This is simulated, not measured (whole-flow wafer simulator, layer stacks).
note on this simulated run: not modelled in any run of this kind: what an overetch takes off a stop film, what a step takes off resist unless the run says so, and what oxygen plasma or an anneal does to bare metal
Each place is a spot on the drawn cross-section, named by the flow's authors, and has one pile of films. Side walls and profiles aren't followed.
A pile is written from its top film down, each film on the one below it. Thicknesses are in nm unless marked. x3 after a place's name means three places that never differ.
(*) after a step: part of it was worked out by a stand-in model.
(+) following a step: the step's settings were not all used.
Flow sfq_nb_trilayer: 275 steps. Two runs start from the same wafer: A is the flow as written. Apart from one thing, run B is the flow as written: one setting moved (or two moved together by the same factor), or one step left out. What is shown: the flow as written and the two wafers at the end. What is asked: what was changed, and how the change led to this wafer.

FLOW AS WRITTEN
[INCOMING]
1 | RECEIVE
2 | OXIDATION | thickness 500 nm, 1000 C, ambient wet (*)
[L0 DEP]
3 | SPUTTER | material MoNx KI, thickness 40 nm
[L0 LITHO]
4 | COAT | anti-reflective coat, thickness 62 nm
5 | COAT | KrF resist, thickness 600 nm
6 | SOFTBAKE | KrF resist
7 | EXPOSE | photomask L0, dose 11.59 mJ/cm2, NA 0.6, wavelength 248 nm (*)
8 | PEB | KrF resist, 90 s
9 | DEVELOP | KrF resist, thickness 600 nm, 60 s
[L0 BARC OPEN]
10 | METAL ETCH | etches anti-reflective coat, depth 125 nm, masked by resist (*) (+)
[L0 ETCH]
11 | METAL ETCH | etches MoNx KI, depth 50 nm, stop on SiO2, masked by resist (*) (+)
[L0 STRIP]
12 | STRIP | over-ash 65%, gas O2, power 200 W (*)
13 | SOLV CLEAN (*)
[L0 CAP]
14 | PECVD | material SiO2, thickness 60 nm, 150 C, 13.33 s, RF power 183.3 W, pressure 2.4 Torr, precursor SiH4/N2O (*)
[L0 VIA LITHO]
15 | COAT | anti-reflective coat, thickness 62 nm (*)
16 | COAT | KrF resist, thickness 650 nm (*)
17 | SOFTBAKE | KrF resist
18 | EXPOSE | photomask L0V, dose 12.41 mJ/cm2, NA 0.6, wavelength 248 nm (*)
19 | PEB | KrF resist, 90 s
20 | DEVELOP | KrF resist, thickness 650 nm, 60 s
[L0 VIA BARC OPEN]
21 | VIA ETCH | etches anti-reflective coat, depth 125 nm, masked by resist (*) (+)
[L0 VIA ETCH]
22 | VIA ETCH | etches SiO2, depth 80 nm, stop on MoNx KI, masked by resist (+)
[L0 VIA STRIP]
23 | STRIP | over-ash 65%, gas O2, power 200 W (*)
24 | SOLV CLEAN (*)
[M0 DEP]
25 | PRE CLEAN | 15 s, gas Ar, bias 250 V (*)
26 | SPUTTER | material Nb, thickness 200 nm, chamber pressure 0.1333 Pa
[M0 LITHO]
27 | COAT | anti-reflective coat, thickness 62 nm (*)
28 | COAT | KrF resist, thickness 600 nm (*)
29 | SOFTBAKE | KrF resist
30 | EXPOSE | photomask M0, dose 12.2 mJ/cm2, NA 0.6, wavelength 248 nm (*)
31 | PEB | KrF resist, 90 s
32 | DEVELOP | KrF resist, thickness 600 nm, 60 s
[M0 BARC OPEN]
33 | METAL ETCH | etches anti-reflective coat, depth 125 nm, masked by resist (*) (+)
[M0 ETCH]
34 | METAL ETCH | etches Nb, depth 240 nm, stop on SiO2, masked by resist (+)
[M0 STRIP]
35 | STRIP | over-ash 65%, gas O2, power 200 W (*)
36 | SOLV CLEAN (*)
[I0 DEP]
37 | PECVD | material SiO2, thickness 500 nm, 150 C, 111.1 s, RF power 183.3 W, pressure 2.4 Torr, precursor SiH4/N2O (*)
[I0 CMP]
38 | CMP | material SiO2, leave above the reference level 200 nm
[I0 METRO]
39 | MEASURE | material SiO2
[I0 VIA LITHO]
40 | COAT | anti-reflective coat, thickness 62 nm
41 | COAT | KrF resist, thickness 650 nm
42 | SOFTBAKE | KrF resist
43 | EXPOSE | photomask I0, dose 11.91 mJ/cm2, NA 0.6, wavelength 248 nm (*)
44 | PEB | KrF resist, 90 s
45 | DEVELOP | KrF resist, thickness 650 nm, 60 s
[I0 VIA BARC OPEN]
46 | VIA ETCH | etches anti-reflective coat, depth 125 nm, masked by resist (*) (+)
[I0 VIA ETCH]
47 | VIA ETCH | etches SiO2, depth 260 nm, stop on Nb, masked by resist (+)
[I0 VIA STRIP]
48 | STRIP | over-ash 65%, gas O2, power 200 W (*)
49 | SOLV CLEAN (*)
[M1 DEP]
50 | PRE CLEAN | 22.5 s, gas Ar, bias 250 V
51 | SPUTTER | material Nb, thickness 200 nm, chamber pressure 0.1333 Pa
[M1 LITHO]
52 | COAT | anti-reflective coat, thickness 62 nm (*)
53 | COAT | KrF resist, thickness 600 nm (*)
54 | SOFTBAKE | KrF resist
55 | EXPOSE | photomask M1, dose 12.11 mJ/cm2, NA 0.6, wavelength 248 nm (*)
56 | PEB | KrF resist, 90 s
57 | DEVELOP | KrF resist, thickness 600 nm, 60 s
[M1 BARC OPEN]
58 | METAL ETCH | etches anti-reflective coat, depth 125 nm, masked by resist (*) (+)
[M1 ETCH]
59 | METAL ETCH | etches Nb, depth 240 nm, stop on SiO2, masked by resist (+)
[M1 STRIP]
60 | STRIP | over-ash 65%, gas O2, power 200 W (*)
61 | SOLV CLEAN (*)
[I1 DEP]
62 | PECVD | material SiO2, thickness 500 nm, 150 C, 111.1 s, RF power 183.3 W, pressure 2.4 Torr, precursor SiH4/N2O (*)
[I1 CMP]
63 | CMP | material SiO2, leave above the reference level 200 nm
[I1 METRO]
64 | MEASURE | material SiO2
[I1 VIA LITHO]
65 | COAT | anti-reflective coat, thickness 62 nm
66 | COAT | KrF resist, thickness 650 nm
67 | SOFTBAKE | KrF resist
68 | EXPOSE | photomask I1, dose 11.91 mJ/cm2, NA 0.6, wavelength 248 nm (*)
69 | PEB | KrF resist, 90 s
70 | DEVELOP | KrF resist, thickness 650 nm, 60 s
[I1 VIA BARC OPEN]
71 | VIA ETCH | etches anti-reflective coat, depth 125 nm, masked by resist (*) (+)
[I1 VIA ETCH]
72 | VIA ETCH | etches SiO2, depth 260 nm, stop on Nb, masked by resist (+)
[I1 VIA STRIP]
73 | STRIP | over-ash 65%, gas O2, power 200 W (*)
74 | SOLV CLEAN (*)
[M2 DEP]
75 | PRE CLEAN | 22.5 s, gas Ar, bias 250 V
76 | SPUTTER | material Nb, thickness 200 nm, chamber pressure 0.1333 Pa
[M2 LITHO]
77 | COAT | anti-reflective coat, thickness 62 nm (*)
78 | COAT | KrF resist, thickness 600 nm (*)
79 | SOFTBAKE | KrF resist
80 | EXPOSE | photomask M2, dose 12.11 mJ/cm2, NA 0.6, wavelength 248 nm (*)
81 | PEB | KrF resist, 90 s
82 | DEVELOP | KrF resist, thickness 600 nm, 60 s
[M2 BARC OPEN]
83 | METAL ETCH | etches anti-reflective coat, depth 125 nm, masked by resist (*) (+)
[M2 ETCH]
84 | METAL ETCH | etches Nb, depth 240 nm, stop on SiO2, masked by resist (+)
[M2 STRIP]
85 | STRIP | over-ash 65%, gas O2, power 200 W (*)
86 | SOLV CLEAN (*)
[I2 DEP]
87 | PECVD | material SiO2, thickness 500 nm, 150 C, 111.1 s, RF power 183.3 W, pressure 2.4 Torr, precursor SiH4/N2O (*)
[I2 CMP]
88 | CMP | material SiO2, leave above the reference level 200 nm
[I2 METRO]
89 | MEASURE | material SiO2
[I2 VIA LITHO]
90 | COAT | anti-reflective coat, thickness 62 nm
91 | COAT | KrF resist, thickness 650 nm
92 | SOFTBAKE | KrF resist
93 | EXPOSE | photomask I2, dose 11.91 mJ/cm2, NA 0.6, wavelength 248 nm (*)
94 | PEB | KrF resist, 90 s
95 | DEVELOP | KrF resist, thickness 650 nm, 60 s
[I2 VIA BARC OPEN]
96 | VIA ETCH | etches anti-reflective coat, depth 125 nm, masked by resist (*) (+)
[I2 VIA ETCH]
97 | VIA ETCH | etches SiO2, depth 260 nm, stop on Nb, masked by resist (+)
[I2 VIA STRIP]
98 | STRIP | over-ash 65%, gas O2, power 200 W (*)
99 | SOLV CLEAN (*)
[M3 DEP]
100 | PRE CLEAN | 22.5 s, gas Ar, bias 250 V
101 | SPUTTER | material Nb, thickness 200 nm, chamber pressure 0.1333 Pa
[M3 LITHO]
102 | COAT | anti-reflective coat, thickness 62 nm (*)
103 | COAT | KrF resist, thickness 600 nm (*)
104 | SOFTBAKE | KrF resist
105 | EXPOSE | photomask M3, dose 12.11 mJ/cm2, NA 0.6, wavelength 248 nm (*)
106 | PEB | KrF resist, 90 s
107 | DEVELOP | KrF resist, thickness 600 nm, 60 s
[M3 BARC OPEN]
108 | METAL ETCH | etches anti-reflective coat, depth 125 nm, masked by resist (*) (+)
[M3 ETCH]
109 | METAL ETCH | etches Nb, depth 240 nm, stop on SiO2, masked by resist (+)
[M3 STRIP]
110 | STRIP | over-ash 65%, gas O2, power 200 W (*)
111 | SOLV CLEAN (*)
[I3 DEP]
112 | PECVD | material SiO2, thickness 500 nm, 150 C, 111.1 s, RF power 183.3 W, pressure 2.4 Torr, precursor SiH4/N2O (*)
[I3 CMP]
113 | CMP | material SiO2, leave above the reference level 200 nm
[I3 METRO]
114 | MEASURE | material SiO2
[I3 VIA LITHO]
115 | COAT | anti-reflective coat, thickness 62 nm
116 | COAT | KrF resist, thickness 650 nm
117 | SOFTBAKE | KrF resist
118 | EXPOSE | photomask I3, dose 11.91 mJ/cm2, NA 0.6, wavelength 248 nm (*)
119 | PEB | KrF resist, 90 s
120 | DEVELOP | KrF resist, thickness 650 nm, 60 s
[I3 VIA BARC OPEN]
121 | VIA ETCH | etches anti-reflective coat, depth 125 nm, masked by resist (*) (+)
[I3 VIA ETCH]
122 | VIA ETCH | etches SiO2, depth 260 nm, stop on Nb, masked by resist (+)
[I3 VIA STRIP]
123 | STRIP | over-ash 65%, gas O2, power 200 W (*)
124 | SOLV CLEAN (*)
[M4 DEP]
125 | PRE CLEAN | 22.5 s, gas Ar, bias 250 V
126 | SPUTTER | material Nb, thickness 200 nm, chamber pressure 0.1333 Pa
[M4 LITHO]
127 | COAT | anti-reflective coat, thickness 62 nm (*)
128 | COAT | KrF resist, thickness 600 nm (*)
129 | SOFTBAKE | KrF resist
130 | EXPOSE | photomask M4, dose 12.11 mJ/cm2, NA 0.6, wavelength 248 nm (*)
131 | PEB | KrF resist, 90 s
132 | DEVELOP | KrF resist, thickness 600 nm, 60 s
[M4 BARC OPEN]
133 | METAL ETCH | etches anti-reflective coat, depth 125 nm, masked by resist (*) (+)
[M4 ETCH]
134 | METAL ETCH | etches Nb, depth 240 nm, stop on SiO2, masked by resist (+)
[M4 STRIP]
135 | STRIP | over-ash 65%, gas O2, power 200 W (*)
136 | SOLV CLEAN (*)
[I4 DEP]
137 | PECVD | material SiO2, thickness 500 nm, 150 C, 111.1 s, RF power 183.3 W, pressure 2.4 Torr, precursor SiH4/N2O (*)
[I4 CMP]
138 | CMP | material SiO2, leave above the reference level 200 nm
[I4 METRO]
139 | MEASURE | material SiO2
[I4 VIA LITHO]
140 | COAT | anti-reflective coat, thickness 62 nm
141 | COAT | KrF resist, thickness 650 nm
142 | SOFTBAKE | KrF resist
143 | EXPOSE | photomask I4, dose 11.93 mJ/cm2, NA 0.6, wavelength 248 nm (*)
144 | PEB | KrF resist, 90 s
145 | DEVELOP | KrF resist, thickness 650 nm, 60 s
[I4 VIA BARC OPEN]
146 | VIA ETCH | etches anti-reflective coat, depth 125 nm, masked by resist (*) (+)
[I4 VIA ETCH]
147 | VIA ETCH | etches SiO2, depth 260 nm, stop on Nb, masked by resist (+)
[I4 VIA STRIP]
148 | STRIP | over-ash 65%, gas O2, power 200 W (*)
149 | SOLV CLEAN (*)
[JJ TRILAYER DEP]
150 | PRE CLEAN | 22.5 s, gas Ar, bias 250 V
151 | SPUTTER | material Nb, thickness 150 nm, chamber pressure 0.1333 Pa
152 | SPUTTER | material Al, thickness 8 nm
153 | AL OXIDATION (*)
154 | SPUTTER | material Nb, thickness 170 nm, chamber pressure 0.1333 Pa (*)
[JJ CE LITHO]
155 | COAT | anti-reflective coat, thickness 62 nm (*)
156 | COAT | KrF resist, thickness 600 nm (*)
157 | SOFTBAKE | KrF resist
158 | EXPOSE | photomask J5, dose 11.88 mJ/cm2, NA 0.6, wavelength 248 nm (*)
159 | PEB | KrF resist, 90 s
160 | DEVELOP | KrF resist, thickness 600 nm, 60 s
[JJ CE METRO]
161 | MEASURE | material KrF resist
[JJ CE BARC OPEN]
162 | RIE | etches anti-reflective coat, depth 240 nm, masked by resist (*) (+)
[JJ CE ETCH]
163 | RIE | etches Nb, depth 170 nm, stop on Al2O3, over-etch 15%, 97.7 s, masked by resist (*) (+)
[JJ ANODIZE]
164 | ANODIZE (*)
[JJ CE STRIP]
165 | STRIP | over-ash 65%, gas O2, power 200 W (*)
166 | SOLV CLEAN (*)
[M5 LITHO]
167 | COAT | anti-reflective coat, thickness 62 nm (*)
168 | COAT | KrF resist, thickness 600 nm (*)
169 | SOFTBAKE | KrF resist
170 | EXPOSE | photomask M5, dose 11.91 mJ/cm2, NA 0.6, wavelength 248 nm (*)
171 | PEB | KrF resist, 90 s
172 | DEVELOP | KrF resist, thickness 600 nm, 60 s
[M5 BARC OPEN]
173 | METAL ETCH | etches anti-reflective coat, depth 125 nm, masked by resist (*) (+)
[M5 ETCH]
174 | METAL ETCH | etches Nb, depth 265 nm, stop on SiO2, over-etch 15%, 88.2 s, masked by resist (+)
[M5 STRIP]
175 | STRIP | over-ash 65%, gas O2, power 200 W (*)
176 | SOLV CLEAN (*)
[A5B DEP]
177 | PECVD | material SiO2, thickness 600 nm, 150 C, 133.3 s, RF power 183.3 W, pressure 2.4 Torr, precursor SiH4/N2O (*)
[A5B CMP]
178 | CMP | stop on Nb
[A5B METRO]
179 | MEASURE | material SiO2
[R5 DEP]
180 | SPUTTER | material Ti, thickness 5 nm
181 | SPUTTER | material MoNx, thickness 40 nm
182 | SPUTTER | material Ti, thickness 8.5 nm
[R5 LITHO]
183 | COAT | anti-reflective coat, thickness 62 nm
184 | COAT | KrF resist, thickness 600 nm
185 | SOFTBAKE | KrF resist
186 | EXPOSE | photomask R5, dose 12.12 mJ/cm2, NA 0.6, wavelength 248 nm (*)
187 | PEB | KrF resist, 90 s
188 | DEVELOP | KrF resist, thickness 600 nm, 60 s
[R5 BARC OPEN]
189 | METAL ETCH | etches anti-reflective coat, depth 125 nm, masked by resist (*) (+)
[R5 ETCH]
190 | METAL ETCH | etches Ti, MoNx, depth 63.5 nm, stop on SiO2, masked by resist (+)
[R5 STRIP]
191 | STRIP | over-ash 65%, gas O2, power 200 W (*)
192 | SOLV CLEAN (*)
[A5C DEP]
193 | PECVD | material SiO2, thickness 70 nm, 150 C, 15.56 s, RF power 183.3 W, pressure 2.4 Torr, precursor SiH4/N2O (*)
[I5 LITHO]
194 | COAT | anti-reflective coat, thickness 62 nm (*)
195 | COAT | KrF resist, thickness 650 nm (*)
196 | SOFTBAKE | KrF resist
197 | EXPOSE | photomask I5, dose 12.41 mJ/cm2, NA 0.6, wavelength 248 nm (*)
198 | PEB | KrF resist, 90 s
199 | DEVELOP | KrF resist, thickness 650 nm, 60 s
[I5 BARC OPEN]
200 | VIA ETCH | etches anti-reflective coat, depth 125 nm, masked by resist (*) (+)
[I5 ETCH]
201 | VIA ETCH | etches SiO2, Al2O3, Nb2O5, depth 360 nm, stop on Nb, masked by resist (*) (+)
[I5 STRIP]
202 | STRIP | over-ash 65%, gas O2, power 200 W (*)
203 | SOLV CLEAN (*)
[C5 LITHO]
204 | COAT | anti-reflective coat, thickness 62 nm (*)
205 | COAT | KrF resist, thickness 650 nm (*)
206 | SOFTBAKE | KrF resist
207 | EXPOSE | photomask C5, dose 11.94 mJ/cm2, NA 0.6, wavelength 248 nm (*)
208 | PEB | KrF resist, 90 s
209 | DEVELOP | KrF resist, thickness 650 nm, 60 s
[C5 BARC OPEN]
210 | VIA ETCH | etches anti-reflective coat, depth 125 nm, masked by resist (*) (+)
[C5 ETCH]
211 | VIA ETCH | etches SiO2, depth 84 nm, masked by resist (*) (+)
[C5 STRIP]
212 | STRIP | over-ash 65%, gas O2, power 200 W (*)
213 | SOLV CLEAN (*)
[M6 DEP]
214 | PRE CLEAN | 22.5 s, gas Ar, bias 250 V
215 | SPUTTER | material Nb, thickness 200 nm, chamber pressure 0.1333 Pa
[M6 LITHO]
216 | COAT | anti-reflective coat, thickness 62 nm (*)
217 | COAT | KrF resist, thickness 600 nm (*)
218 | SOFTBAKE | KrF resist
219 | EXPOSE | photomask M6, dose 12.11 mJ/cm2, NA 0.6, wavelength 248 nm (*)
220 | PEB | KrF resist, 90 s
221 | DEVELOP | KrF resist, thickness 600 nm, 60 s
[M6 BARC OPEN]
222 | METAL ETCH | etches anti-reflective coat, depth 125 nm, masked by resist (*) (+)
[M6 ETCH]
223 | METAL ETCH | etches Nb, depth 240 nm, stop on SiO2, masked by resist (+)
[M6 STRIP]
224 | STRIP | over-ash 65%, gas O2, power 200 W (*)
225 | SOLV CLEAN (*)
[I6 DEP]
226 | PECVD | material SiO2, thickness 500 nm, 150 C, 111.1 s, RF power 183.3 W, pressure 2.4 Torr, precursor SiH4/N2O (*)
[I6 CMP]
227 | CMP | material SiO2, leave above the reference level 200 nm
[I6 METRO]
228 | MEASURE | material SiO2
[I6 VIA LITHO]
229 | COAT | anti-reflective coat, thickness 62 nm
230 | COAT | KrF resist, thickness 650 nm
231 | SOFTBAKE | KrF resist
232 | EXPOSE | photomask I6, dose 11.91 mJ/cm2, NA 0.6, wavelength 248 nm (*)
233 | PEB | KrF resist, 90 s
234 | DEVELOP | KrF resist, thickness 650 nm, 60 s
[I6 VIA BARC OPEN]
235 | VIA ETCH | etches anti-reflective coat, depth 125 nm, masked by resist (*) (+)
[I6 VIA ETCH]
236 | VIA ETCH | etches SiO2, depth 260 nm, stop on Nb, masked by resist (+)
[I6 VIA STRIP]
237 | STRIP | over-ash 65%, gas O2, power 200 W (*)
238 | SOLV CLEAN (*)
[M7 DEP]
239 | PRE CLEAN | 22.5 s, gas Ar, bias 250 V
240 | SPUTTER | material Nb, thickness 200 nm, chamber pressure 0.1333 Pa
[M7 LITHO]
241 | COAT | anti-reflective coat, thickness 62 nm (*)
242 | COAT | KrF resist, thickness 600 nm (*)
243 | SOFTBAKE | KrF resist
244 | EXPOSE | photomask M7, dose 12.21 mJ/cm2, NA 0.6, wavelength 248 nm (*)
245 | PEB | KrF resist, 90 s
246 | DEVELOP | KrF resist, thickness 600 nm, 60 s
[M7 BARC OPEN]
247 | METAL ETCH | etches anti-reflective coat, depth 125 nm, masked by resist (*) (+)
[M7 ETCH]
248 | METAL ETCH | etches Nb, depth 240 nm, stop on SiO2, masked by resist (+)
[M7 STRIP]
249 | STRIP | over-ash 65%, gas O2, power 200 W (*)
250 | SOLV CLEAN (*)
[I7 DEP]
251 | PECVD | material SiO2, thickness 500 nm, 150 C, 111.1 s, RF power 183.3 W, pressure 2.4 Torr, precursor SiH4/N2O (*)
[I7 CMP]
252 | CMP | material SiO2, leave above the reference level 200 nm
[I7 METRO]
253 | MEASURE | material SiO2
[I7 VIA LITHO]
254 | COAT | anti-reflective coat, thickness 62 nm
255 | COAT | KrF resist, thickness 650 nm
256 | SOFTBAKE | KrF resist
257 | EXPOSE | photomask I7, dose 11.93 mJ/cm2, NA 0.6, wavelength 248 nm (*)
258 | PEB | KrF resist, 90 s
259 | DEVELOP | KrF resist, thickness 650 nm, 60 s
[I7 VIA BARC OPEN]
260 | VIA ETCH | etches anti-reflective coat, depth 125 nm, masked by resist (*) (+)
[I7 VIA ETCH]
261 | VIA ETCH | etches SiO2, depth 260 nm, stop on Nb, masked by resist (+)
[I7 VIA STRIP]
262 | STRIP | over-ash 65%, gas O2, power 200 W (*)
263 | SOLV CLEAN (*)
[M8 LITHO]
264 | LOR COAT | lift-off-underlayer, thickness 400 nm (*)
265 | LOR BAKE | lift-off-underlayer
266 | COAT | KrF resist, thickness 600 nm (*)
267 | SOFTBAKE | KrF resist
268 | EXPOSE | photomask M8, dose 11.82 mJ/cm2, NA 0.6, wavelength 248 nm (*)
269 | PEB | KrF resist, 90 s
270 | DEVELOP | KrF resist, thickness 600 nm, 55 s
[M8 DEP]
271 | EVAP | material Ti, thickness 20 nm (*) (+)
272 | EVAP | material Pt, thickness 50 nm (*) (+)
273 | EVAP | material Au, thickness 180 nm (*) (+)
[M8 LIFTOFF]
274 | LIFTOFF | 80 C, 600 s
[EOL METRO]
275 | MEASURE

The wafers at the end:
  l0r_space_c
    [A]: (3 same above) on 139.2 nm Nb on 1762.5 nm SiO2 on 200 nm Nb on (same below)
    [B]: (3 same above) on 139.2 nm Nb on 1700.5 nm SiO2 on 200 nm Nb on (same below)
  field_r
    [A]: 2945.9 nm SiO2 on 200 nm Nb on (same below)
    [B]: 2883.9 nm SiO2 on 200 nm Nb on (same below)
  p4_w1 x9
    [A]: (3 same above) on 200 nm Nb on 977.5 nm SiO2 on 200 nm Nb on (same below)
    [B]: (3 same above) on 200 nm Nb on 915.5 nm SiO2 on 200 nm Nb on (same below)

Cause: step 63, CMP: leave above the reference level 138 nm was run, while the flow as written has leave above the reference level 200 nm.

Step by step, how the change led to this:
  63 | CMP | material SiO2, leave above the reference level 200 nm
      field_l, be, be_sur and 72 more: A SiO2 loses 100 | B SiO2 loses 162
      v_sur, via_wl, via_wr and 20 more: A SiO2 loses 300 | B SiO2 loses 362
      (as well as at 8 more places)
  72 | VIA ETCH | etches SiO2, depth 260 nm, stop on Nb, masked by resist (+)
      field_l, v_sur, via_wl and 102 more: A KrF resist loses 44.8 | B KrF resist loses 35.6
      via_v: A SiO2 loses 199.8 (all of it) | B SiO2 loses 137.8 (all of it)
  76 | SPUTTER | material Nb, thickness 200 nm, chamber pressure 0.1333 Pa
      via_v: A Nb gains 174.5 | B Nb gains 187.1
  77 | COAT | anti-reflective coat, thickness 62 nm (*)
      via_sp: A anti-reflective coat gains 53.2 (new film) | B anti-reflective coat gains 54.4 (new film)
      via_v: A anti-reflective coat gains 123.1 (new film) | B anti-reflective coat gains 109 (new film)
      (as well as at 1 more place)
  78 | COAT | KrF resist, thickness 600 nm (*)
      via_v: A KrF resist gains 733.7 (new film) | B KrF resist gains 683.2 (new film)
  85 | STRIP | over-ash 65%, gas O2, power 200 W (*)
      via_sp: A KrF resist loses 374.4 (all of it), anti-reflective coat loses 53.2 (all of it) | B KrF resist loses 378.5 (all of it), anti-reflective coat loses 54.4 (all of it)
      via_v: A KrF resist loses 515.8 (all of it), anti-reflective coat loses 123.1 (all of it) | B KrF resist loses 465.4 (all of it), anti-reflective coat loses 109 (all of it)
      (as well as at 1 more place)
  87 | PECVD | material SiO2, thickness 500 nm, 150 C, 111.1 s, RF power 183.3 W, pressure 2.4 Torr, precursor SiH4/N2O (*)
      via_v: A SiO2 gains 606 (new film) | B SiO2 gains 506.9 (new film)
  88 | CMP | material SiO2, leave above the reference level 200 nm
      via_v: A SiO2 loses 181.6 | B SiO2 loses 157.1
